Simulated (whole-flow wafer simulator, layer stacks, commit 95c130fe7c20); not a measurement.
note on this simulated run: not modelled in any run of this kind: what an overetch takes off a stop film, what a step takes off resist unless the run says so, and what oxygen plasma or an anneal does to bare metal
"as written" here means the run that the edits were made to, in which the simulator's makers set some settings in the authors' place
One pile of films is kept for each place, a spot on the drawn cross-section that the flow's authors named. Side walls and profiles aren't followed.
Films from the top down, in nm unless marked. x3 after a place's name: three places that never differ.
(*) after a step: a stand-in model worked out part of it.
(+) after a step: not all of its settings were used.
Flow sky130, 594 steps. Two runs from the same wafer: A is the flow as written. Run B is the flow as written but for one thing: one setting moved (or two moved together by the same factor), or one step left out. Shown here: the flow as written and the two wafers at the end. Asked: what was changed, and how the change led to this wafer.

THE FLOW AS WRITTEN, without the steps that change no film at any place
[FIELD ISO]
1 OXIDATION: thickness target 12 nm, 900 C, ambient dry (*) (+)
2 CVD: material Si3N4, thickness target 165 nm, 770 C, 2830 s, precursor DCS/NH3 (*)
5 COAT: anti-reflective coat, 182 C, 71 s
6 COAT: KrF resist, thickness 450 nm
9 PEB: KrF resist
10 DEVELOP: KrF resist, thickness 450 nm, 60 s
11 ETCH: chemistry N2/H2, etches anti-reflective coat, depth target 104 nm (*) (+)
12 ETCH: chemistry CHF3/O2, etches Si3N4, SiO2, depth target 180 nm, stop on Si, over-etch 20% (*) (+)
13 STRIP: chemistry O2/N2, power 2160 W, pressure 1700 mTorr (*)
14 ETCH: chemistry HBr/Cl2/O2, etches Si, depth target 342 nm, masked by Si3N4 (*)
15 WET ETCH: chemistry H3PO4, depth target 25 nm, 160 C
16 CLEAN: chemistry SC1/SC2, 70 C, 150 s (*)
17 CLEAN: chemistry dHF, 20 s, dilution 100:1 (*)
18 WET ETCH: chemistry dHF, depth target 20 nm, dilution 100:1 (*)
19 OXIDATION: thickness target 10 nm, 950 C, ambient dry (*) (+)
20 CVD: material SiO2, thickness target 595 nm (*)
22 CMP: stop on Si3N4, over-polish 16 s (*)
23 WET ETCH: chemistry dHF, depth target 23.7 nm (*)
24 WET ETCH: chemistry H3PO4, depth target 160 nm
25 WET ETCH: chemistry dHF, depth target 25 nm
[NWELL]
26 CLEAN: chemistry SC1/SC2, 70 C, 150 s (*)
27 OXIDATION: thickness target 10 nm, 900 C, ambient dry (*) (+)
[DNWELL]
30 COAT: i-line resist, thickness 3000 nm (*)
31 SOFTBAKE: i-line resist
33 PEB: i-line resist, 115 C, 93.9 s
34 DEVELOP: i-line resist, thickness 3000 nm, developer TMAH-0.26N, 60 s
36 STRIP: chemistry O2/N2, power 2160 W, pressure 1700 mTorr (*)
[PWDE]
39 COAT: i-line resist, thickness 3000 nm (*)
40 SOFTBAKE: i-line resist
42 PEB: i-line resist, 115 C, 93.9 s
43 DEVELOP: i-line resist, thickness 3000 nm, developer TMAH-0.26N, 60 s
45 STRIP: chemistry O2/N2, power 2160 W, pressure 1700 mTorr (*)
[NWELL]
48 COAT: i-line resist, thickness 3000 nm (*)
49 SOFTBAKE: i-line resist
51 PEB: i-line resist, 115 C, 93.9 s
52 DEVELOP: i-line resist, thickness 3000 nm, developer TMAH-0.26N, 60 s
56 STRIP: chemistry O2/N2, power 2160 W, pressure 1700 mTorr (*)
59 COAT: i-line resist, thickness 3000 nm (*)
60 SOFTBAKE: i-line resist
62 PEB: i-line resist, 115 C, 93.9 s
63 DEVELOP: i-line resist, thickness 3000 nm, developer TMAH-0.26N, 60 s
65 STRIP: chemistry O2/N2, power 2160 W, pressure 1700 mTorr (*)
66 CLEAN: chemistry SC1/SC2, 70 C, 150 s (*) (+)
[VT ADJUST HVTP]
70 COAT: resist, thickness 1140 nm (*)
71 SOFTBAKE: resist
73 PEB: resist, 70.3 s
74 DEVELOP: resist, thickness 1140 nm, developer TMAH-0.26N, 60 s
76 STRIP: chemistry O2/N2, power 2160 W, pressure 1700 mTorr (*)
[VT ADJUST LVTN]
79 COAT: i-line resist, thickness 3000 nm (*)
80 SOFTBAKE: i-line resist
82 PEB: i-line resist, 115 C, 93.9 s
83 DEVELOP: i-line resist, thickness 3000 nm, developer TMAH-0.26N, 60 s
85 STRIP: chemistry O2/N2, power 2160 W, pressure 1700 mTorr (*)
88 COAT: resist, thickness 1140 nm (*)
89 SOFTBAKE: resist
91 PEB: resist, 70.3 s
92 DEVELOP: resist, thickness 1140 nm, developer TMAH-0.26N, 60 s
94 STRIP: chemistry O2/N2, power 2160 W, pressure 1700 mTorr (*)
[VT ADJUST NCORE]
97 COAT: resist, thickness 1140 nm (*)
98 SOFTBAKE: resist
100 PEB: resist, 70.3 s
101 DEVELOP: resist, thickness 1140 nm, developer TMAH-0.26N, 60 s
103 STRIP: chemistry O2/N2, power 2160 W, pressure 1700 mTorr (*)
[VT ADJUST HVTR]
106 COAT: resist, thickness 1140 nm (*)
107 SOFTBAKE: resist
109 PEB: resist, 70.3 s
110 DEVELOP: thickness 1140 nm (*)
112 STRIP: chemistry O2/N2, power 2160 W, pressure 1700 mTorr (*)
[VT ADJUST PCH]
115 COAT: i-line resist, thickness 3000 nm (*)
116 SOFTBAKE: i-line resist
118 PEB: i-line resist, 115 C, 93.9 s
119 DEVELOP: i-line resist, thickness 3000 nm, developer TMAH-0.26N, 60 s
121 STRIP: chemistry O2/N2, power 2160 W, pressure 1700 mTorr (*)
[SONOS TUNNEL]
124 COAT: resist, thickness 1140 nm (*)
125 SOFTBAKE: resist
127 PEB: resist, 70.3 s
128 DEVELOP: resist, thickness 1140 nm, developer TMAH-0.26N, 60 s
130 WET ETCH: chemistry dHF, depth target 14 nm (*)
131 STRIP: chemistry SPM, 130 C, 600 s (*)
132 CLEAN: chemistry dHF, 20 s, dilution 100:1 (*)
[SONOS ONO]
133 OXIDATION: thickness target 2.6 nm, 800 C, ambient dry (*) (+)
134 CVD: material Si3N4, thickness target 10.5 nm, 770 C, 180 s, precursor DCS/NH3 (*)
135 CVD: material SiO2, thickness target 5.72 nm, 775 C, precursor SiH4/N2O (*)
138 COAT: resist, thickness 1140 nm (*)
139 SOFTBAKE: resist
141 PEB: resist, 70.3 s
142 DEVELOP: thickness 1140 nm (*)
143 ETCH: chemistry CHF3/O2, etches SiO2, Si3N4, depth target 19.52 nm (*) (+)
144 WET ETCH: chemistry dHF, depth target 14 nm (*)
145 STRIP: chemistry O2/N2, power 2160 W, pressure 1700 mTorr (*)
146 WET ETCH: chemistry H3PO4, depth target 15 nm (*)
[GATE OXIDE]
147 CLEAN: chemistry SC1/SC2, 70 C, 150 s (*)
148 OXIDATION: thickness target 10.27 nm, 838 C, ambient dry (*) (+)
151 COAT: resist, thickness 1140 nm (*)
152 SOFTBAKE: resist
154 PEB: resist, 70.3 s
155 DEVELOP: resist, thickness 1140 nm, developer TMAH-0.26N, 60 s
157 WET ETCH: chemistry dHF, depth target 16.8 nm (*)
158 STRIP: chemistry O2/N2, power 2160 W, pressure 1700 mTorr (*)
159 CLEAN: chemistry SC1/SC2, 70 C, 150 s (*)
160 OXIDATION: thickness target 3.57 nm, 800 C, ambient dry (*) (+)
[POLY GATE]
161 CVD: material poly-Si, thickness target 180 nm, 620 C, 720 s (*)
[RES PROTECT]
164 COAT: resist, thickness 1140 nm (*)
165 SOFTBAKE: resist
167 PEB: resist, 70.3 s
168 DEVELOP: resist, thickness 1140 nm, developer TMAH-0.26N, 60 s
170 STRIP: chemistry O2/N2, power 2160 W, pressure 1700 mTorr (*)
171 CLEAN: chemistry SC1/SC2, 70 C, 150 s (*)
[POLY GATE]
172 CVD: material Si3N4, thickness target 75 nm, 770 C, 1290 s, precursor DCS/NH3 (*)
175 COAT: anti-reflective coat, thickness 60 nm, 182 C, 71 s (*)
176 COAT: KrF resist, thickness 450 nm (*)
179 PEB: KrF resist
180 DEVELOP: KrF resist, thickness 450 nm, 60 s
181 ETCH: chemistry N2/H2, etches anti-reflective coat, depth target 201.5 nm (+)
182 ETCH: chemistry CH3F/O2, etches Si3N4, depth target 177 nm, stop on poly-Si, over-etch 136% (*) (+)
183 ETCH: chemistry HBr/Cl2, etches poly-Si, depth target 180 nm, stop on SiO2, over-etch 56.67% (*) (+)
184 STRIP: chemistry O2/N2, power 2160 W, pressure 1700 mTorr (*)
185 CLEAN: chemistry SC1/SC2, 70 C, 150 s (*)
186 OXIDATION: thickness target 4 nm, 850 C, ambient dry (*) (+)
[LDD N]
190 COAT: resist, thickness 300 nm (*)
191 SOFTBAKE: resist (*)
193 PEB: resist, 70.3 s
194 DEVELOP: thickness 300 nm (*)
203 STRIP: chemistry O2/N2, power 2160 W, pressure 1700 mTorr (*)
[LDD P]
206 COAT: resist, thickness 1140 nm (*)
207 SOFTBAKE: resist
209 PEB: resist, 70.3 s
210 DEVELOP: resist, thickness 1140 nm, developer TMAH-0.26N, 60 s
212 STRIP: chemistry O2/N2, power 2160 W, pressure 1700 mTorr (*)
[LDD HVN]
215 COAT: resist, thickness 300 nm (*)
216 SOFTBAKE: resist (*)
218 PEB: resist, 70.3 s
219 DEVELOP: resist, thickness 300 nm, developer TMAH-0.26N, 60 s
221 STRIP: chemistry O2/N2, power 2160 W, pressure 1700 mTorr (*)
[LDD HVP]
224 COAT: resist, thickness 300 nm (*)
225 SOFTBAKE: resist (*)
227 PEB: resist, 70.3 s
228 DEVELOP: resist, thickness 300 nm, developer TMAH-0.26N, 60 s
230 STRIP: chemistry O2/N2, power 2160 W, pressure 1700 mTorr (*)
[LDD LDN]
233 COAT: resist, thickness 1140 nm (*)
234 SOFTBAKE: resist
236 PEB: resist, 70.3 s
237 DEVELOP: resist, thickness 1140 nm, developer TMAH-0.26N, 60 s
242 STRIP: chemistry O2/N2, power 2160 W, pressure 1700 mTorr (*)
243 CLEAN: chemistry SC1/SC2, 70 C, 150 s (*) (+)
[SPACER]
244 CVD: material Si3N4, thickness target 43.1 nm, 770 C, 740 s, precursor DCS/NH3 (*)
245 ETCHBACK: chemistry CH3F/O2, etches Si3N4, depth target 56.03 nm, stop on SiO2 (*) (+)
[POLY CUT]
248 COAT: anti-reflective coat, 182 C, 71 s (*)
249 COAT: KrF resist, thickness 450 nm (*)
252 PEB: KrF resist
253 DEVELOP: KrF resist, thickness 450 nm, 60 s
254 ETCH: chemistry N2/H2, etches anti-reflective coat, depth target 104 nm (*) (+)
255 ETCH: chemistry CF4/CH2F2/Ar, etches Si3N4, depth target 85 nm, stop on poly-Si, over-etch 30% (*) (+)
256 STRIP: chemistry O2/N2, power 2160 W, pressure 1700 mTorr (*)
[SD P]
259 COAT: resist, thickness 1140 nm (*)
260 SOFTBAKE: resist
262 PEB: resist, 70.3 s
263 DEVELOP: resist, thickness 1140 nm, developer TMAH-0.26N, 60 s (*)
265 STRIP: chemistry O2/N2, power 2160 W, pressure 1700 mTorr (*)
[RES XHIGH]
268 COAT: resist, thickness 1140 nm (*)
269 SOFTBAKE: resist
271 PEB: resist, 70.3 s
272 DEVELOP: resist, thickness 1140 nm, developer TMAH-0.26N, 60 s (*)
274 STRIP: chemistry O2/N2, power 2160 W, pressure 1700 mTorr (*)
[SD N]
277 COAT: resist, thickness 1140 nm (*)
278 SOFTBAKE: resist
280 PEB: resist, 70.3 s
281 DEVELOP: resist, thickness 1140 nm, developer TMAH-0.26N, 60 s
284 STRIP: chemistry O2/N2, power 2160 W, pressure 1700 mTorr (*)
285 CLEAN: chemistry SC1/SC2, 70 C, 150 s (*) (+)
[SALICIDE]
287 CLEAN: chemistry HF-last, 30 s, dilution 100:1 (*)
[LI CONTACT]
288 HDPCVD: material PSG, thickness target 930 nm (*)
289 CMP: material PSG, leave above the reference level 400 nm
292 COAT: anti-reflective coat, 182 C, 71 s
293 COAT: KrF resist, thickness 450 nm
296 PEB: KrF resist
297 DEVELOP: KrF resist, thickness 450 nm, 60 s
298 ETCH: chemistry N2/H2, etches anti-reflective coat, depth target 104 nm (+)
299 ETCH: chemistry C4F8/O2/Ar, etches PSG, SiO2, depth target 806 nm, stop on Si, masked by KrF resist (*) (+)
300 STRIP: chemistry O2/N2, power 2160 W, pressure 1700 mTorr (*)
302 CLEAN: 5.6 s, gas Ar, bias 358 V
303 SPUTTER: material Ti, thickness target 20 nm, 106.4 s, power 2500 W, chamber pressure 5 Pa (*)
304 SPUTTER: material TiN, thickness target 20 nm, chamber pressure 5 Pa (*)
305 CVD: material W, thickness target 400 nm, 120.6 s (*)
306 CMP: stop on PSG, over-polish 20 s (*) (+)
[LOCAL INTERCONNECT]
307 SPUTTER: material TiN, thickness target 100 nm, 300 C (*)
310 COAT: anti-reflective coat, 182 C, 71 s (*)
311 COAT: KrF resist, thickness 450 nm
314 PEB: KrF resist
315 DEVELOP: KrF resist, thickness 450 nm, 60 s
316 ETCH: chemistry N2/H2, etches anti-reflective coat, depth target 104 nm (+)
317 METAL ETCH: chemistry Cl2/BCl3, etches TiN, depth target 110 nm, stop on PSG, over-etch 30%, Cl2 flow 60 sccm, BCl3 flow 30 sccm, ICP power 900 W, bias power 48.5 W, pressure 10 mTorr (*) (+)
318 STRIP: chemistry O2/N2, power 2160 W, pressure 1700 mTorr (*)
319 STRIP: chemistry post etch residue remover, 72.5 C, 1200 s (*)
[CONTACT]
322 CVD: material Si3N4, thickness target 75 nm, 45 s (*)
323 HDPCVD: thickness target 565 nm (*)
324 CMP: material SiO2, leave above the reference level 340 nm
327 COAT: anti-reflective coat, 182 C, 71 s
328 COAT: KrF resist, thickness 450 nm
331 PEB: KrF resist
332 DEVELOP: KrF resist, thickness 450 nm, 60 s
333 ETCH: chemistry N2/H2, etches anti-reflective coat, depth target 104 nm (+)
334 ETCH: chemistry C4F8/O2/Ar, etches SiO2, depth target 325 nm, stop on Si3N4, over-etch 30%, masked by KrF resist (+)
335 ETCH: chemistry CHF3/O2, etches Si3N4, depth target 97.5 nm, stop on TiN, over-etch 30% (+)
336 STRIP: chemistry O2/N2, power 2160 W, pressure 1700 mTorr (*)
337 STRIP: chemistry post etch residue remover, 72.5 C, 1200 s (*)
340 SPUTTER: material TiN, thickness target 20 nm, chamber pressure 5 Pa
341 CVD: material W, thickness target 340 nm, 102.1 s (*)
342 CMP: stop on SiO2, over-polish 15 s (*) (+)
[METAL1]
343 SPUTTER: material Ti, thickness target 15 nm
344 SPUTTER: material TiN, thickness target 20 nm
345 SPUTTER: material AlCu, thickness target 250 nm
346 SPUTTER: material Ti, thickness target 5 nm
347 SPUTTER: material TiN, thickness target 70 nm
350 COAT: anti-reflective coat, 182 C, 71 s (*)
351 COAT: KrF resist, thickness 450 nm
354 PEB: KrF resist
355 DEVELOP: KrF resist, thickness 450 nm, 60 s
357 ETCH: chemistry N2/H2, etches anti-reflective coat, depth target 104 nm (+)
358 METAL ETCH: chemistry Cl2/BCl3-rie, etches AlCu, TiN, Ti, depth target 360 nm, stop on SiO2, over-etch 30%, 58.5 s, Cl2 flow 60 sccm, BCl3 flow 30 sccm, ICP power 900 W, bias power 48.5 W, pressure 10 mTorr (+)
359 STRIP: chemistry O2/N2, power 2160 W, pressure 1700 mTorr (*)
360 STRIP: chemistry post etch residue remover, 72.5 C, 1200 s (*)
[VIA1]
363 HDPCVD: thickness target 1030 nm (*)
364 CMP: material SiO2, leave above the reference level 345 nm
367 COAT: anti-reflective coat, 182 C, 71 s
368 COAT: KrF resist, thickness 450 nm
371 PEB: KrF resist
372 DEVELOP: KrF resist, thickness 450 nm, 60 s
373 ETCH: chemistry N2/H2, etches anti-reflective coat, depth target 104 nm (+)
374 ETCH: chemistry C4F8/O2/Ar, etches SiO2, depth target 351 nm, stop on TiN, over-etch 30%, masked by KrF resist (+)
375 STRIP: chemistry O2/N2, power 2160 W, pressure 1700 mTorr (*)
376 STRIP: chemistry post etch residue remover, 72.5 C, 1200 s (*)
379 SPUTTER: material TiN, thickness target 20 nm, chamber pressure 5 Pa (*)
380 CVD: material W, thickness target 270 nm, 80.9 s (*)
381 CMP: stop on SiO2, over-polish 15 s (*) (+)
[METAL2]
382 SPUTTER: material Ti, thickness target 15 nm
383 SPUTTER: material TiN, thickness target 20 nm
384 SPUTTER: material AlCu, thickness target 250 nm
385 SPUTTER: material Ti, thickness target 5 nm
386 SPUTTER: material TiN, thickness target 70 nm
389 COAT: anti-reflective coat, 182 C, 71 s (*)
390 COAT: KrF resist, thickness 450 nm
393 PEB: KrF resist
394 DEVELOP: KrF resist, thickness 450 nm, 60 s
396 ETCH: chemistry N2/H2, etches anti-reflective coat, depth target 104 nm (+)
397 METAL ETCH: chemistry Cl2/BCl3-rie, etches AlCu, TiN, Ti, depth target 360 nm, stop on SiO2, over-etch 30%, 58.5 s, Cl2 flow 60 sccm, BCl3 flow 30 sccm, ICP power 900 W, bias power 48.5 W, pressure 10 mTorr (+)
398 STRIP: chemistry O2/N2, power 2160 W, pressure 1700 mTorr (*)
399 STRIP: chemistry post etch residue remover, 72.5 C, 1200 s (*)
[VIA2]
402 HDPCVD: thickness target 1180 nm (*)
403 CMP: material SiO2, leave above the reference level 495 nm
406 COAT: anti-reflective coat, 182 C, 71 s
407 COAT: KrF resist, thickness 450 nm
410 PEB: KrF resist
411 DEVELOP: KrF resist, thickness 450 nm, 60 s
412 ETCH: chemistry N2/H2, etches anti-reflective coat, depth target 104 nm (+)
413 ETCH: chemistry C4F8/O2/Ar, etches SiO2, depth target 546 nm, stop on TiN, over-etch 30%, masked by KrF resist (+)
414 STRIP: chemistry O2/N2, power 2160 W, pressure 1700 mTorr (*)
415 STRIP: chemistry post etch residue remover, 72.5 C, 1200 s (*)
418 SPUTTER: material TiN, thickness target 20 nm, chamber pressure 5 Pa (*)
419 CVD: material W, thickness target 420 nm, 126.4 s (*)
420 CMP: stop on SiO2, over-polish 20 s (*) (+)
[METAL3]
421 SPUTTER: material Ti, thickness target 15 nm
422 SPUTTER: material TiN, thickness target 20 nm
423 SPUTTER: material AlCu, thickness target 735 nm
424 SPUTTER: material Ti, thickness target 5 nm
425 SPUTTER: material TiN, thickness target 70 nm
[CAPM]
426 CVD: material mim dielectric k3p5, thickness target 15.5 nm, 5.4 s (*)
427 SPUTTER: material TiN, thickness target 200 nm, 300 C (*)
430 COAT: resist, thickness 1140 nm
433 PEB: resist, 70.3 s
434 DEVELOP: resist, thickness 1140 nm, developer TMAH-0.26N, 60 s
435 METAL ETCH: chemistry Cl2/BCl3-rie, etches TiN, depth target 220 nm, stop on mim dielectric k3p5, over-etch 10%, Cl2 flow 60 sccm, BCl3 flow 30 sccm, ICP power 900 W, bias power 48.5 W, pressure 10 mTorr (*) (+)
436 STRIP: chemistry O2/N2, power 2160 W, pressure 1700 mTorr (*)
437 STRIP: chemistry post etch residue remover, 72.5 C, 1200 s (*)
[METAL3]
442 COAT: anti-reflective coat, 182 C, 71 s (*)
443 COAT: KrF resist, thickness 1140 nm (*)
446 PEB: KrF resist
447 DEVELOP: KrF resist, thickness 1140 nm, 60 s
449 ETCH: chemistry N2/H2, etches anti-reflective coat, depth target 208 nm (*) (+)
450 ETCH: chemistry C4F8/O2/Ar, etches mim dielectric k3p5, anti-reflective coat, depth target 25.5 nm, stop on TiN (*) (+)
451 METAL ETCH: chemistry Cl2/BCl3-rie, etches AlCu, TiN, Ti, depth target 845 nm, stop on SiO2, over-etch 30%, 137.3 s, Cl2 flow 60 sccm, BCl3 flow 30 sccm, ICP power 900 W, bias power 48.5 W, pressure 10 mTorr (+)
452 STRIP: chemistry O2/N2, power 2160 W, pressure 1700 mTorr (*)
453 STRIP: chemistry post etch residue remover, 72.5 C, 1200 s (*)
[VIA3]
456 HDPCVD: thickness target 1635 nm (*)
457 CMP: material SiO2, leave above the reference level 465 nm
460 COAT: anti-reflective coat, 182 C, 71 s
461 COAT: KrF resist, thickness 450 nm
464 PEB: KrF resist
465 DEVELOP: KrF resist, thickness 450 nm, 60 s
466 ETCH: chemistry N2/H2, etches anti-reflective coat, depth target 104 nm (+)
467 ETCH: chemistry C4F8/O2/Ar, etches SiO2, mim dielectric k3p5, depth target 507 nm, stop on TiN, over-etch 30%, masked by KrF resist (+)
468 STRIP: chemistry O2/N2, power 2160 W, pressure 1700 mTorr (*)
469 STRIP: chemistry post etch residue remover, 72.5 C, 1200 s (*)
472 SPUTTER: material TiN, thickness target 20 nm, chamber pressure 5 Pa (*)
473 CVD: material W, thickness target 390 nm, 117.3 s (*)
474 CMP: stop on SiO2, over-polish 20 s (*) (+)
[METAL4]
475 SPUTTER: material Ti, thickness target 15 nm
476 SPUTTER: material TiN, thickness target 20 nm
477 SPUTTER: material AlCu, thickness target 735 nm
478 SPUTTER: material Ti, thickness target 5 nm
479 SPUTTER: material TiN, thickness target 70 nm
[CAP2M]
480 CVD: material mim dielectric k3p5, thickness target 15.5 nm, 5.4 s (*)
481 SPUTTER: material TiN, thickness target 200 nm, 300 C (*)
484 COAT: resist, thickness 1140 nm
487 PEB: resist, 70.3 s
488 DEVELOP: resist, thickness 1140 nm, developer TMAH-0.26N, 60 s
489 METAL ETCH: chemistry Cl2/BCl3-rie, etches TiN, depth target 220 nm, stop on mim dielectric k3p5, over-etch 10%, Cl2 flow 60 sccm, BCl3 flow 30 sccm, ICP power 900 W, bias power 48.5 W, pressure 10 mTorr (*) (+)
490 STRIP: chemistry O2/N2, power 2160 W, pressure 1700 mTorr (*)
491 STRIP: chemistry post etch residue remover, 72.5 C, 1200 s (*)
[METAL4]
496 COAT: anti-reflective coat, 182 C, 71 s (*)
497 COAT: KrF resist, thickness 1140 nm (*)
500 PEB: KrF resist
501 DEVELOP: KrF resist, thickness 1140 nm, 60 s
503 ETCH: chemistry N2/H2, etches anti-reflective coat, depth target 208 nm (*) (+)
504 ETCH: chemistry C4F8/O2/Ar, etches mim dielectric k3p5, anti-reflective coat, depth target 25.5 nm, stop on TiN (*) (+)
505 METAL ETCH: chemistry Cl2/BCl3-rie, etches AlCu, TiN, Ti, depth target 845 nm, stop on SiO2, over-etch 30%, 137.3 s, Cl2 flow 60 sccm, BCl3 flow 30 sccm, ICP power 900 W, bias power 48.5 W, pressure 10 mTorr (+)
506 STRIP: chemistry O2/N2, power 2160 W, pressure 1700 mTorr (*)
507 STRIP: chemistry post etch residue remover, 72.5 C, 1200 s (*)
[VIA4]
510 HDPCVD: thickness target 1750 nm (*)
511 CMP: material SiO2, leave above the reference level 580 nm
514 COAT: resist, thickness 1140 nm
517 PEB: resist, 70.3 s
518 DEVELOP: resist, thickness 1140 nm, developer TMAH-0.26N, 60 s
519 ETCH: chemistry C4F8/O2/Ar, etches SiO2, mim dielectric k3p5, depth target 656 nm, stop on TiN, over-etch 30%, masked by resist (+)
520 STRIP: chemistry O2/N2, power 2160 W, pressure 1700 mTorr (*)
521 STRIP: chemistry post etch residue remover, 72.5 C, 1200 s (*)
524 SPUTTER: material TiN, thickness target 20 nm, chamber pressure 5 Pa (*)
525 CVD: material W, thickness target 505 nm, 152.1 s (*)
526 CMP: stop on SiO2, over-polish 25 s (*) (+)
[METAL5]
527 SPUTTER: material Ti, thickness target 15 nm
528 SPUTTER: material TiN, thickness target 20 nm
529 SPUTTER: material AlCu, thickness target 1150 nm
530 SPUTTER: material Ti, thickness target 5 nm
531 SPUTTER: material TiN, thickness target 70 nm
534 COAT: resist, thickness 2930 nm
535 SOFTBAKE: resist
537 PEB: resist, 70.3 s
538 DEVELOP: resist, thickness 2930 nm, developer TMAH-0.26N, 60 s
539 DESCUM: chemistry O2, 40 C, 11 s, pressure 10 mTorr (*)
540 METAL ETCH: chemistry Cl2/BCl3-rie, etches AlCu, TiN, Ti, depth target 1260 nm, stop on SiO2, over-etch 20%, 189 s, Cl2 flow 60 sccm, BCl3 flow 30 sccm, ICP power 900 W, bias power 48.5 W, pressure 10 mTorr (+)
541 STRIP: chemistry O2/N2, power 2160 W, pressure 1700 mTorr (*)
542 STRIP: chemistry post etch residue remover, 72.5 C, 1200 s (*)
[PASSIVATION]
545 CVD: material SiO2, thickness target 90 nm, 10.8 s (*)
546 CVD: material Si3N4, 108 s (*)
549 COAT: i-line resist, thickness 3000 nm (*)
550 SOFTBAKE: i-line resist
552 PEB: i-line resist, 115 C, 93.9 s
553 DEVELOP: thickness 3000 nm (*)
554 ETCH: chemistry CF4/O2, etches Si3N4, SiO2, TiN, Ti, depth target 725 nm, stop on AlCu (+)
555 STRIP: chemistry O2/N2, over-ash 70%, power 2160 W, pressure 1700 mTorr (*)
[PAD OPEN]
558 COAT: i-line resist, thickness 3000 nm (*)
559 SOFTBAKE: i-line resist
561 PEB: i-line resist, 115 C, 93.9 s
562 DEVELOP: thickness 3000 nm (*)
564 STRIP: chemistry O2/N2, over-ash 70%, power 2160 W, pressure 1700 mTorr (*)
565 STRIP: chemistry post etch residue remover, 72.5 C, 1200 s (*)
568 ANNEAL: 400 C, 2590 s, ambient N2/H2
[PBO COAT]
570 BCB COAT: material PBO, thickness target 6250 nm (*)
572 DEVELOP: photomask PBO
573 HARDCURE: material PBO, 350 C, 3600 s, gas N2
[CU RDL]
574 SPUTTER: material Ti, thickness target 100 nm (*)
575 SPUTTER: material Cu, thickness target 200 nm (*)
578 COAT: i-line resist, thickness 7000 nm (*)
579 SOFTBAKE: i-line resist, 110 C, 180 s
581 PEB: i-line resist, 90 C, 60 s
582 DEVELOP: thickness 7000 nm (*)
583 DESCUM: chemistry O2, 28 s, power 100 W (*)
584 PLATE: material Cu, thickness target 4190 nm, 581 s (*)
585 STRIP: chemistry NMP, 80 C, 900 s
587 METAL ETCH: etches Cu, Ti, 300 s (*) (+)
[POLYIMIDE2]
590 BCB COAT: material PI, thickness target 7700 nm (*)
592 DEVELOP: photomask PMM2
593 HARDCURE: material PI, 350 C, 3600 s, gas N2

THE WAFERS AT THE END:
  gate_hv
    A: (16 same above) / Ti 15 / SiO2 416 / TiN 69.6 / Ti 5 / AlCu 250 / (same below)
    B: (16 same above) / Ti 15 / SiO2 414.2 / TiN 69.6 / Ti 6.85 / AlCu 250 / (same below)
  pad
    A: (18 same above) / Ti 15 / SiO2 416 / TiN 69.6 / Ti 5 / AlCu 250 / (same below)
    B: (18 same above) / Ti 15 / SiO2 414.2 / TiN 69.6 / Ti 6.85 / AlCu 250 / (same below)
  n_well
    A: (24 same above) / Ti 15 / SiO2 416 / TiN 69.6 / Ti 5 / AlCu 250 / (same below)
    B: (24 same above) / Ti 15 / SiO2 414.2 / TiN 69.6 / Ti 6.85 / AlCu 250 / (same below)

The cause: step 385, SPUTTER: thickness target 6.85 nm was run, where the flow has thickness target 5 nm.
It can be read off the wafer: gate_hv has Ti 6.85, and step 385 as written asks for 5 nm.

How the change led to this, step by step:
  385 SPUTTER: material Ti, thickness target 5 nm
      field, active, n_well and 188 more: A Ti +5 (new film) | B Ti +6.85 (new film)
  397 METAL ETCH: chemistry Cl2/BCl3-rie, etches AlCu, TiN, Ti, depth target 360 nm, stop on SiO2, over-etch 30%, 58.5 s, Cl2 flow 60 sccm, BCl3 flow 30 sccm, ICP power 900 W, bias power 48.5 W, pressure 10 mTorr (+)
      field, active, gate and 82 more: A TiN -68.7 (all of it), Ti -5 (all of it), AlCu -250 (all of it), TiN -20 (all of it), Ti -15 (all of it), SiO2 -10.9 | B TiN -68.7 (all of it), Ti -6.85 (all of it), AlCu -250 (all of it), TiN -20 (all of it), Ti -15 (all of it), SiO2 -10.7
